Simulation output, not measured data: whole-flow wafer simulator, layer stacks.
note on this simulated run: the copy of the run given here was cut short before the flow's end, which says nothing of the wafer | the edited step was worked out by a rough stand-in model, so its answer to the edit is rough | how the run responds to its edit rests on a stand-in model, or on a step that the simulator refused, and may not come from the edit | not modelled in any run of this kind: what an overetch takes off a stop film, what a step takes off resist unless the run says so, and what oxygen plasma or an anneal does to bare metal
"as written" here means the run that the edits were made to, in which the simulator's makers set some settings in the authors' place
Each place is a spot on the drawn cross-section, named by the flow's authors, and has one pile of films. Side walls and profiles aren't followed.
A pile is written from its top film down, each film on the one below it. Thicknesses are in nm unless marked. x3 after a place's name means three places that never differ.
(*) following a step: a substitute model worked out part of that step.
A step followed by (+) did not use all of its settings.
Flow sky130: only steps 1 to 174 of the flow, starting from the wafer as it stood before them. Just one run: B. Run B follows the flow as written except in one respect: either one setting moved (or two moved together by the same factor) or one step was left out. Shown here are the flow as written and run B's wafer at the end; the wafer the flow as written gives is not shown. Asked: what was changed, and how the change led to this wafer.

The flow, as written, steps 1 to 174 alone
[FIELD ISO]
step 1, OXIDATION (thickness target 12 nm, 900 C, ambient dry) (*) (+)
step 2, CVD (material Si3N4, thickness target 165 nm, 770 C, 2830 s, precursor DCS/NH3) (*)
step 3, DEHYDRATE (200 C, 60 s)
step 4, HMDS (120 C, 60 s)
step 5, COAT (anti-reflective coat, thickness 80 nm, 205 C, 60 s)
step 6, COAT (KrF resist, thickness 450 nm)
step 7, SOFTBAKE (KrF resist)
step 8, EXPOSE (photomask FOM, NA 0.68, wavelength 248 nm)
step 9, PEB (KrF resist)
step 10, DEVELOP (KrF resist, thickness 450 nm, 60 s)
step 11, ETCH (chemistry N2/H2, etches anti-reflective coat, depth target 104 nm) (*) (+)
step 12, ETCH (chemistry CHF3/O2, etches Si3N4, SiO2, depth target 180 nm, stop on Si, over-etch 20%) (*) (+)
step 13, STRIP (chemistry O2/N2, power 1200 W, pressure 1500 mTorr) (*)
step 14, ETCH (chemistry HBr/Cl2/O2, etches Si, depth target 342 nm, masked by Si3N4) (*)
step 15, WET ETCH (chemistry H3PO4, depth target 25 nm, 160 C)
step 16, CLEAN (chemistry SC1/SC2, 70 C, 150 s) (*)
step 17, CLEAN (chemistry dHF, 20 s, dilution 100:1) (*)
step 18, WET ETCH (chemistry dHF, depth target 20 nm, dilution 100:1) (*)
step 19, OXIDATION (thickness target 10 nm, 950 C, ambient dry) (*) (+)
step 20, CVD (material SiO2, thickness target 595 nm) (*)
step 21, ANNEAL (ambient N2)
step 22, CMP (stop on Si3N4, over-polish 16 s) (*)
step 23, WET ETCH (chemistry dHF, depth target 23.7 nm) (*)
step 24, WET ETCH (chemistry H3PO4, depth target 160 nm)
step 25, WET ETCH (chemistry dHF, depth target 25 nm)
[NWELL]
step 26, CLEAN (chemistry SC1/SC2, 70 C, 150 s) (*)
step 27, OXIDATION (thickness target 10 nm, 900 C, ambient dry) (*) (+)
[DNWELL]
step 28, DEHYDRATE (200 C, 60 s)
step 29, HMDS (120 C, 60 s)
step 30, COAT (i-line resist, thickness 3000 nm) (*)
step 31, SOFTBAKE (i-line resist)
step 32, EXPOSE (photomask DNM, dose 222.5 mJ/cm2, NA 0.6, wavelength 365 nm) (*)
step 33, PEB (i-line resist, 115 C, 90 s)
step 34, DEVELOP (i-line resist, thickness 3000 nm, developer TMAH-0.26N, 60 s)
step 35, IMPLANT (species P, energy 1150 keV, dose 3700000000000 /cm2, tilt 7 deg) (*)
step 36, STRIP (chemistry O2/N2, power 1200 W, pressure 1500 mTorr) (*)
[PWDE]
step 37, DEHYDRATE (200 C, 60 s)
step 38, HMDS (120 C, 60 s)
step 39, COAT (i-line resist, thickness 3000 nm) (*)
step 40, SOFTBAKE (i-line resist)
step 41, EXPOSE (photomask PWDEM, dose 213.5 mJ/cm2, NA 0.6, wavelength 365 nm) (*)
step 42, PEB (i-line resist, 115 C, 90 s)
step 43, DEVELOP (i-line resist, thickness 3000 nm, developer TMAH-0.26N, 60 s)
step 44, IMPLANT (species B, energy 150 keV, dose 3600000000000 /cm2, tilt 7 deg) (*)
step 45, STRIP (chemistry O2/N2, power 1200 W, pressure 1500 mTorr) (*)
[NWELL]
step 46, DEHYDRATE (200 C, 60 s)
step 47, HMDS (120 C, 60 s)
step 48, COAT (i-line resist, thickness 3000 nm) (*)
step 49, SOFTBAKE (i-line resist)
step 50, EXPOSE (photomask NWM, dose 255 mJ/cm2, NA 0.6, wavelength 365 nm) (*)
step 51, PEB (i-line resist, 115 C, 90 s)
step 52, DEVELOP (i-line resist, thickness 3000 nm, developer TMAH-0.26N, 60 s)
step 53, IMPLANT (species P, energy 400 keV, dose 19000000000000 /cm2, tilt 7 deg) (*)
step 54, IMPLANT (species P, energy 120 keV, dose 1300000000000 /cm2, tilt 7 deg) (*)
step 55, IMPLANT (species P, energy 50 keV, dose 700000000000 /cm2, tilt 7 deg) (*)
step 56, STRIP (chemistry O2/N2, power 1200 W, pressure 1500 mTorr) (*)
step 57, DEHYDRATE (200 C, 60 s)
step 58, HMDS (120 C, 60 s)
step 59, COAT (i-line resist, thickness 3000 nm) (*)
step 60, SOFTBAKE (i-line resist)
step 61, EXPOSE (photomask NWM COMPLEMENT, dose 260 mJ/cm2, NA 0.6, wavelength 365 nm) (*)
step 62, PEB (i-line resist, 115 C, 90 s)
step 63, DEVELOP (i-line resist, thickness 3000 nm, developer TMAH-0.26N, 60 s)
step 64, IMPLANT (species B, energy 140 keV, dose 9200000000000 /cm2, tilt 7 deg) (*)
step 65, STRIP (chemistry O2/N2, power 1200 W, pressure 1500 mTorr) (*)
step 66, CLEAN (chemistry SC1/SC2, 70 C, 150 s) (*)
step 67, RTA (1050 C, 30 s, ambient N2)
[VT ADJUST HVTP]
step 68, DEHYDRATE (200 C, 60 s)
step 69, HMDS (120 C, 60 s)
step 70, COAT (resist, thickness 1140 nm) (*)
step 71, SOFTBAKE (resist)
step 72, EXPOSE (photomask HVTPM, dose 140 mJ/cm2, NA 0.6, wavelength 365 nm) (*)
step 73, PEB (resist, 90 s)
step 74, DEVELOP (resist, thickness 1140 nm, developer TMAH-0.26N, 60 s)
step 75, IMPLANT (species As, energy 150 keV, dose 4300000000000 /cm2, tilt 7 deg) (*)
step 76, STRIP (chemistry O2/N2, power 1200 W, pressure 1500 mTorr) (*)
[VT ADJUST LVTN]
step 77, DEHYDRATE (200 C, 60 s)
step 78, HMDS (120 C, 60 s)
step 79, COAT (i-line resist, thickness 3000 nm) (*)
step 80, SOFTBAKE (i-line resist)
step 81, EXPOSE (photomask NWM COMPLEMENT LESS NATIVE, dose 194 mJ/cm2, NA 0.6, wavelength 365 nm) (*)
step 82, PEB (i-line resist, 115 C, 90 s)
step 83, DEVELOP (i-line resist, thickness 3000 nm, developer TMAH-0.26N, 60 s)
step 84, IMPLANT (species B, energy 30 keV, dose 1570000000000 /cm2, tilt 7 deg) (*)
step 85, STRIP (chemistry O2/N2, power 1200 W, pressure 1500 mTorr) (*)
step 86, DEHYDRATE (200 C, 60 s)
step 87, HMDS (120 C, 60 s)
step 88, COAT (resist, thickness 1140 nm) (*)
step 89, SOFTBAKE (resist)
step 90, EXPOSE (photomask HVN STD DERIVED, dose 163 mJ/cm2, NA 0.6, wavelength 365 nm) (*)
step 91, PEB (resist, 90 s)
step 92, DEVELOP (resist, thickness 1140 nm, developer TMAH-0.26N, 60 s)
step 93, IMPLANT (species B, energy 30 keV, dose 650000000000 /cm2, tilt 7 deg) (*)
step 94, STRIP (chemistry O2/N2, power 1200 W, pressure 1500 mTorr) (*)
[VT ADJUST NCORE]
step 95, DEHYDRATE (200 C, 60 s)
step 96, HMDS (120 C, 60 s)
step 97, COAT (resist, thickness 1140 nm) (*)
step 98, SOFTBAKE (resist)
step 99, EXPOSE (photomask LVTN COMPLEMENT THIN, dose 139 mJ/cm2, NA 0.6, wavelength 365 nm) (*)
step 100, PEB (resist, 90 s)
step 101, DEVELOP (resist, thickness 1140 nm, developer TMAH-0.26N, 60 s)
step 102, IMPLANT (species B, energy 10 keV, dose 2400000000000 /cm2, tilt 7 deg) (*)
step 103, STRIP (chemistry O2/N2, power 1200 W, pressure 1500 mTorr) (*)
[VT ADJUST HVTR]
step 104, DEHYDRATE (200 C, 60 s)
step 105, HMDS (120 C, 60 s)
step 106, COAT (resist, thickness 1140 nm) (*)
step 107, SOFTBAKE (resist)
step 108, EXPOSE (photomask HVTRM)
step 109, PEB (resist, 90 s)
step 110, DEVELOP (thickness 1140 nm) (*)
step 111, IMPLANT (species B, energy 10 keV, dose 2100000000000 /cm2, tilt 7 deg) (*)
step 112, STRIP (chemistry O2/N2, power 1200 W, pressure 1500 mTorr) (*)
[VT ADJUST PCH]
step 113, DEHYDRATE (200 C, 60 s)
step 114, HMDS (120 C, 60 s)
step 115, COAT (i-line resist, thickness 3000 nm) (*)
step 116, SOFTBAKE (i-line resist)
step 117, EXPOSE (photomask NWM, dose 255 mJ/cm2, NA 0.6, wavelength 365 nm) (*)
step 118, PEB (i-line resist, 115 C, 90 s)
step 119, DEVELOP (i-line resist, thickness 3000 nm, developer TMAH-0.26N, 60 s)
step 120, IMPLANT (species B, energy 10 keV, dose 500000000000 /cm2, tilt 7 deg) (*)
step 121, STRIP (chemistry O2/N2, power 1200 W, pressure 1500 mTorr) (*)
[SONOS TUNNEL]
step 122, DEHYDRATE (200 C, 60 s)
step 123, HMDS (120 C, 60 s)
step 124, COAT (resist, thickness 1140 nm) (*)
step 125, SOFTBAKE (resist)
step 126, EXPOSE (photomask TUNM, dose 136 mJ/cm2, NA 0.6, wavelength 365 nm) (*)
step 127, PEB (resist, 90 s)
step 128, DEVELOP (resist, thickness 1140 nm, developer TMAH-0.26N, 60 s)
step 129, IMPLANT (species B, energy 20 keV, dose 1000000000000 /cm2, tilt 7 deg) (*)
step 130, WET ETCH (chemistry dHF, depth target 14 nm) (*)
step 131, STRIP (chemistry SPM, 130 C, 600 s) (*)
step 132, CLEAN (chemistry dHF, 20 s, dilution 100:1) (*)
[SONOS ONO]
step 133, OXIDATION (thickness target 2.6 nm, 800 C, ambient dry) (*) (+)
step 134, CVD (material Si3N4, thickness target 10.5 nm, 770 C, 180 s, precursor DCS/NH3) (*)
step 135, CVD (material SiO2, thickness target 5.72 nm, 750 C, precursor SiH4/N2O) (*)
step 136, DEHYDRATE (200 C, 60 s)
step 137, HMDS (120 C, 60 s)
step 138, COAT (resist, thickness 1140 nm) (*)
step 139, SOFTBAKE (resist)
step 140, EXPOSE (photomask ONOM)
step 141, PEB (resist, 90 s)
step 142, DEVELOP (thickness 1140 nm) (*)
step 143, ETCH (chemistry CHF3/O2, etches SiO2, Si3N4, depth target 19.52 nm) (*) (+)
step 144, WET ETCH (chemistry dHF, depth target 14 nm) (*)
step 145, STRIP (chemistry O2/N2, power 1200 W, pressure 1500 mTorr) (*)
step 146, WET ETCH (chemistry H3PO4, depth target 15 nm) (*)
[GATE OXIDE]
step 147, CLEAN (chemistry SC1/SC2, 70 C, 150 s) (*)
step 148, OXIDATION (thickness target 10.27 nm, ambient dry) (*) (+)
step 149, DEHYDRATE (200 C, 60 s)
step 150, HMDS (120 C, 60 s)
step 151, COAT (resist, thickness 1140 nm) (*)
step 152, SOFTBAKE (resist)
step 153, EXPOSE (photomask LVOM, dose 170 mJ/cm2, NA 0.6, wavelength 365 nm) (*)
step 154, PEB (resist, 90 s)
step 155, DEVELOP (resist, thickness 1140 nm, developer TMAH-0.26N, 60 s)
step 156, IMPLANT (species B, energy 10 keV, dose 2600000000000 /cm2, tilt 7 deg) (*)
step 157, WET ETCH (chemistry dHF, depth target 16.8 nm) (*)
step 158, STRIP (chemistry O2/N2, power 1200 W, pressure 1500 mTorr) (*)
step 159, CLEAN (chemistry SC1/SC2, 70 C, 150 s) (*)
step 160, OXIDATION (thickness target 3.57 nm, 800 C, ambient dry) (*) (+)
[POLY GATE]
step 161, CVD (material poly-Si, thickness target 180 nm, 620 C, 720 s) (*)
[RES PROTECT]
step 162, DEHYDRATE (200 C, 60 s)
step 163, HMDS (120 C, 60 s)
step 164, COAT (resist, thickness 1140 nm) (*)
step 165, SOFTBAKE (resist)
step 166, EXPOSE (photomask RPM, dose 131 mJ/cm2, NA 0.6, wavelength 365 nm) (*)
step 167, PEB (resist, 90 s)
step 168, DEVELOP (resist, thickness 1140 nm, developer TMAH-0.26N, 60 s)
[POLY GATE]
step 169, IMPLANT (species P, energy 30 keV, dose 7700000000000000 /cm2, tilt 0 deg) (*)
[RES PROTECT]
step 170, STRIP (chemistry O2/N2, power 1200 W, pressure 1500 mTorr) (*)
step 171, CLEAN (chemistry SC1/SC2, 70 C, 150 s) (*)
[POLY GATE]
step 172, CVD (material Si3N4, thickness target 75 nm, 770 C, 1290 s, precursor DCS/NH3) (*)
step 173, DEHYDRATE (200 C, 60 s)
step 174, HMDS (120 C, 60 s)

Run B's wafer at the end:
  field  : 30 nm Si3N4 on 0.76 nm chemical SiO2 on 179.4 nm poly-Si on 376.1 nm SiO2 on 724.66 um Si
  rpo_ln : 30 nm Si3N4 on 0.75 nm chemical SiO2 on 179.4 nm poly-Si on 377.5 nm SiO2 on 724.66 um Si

The reason: step 172, CVD: 516 s was run, while the flow as written has 1290 s.

How this came from the change, step by step:
  step 172, CVD (material Si3N4, thickness target 75 nm, 770 C, 1290 s, precursor DCS/NH3) (*)
      field, active, n_well and 187 more: Si3N4 gains 30 (new film) (it would be, as written: Si3N4 gains 75 (new film))
